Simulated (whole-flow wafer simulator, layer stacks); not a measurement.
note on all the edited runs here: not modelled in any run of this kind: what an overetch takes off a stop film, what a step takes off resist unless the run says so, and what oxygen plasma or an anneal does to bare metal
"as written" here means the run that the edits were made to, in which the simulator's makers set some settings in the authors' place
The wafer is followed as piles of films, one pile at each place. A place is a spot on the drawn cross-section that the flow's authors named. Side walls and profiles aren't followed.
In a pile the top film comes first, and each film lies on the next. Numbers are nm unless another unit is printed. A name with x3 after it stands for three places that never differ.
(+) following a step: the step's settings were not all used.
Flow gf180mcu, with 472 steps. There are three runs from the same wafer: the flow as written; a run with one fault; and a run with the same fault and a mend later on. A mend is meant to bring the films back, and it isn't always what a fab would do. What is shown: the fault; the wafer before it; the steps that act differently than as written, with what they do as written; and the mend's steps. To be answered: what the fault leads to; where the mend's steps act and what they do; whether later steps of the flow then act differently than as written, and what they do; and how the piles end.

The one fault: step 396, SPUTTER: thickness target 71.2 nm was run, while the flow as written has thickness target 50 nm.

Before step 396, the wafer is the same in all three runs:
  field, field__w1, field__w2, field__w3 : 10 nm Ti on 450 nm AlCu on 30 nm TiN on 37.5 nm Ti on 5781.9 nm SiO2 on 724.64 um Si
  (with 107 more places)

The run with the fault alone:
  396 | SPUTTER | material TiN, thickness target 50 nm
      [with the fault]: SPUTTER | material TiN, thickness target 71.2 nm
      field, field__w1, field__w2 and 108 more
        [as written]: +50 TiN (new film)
        [with the fault]: +71.2 TiN (new film)
  Steps further on in the flow that do not act as written (not shown: 1 more step that differs only slightly, by at most 2% or 0.5 nm, whichever is larger):
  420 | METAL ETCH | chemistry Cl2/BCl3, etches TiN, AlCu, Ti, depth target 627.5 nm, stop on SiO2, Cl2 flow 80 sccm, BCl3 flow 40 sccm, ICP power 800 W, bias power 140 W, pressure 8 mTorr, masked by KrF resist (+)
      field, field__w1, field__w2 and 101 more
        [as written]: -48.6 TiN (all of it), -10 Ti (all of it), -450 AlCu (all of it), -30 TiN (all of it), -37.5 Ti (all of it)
        [with the fault]: -69.8 TiN (all of it), -10 Ti (all of it), -450 AlCu (all of it), -30 TiN (all of it), -37.5 Ti (all of it)
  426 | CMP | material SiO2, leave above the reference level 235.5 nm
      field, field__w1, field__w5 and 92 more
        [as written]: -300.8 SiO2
        [with the fault]: -279.6 SiO2
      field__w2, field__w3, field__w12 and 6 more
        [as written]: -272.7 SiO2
        [with the fault]: -250.5 SiO2
  The piles end different from the flow's at field__w4, field__w8, contact, m1, m1__w1, mim, mim_1p0, m1_nw by more than 2% or 0.5 nm, whichever is larger.
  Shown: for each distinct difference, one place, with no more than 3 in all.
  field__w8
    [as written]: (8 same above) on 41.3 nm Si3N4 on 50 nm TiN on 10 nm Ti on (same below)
    [with the fault]: (8 same above) on 41.3 nm Si3N4 on 71.2 nm TiN on 10 nm Ti on (same below)
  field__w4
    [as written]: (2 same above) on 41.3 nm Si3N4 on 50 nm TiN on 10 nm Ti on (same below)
    [with the fault]: (2 same above) on 41.3 nm Si3N4 on 71.2 nm TiN on 10 nm Ti on (same below)
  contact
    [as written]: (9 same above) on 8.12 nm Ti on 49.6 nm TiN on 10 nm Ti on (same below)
    [with the fault]: (9 same above) on 8.12 nm Ti on 70.8 nm TiN on 10 nm Ti on (same below)

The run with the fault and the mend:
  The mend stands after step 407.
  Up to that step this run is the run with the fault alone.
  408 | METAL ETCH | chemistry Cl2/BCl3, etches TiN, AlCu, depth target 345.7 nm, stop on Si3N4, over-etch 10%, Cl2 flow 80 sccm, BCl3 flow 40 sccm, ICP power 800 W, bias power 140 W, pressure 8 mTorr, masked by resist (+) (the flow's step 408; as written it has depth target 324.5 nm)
      field, field__w1, field__w2 and 107 more
        -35 TiN (all of it), -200 AlCu (all of it), -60 TiN (all of it)
      mim
        -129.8 resist
  Steps further on in the flow that do not act as written (not shown: 1 more step that differs only slightly, by at most 2% or 0.5 nm, whichever is larger):
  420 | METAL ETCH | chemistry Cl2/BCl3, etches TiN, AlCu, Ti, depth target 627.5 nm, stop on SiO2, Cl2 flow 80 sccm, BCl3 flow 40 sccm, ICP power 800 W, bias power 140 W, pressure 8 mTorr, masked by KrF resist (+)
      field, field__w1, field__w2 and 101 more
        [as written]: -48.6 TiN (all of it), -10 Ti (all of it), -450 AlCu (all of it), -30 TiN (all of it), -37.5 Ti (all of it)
        [with the mend]: -69.8 TiN (all of it), -10 Ti (all of it), -450 AlCu (all of it), -30 TiN (all of it), -37.5 Ti (all of it)
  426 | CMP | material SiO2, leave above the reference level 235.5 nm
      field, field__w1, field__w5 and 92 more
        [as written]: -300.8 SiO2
        [with the mend]: -279.6 SiO2
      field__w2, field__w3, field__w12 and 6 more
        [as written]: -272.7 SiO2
        [with the mend]: -250.5 SiO2
  The piles end different from the flow's at field__w4, field__w8, contact, m1, m1__w1, mim, mim_1p0, m1_nw by more than 2% or 0.5 nm, whichever is larger.
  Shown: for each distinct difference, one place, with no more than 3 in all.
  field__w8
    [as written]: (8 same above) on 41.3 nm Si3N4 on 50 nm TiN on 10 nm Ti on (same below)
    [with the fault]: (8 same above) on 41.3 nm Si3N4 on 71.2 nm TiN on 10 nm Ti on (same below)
    [with the mend]: (8 same above) on 41.3 nm Si3N4 on 71.2 nm TiN on 10 nm Ti on (same below)
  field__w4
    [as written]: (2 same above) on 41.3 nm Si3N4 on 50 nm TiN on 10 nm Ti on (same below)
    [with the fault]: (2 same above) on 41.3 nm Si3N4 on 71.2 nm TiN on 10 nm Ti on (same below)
    [with the mend]: (2 same above) on 41.3 nm Si3N4 on 71.2 nm TiN on 10 nm Ti on (same below)
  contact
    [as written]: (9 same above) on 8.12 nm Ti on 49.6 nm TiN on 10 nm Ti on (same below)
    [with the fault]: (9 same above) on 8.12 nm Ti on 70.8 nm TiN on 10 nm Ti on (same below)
    [with the mend]: (9 same above) on 8.12 nm Ti on 70.8 nm TiN on 10 nm Ti on (same below)
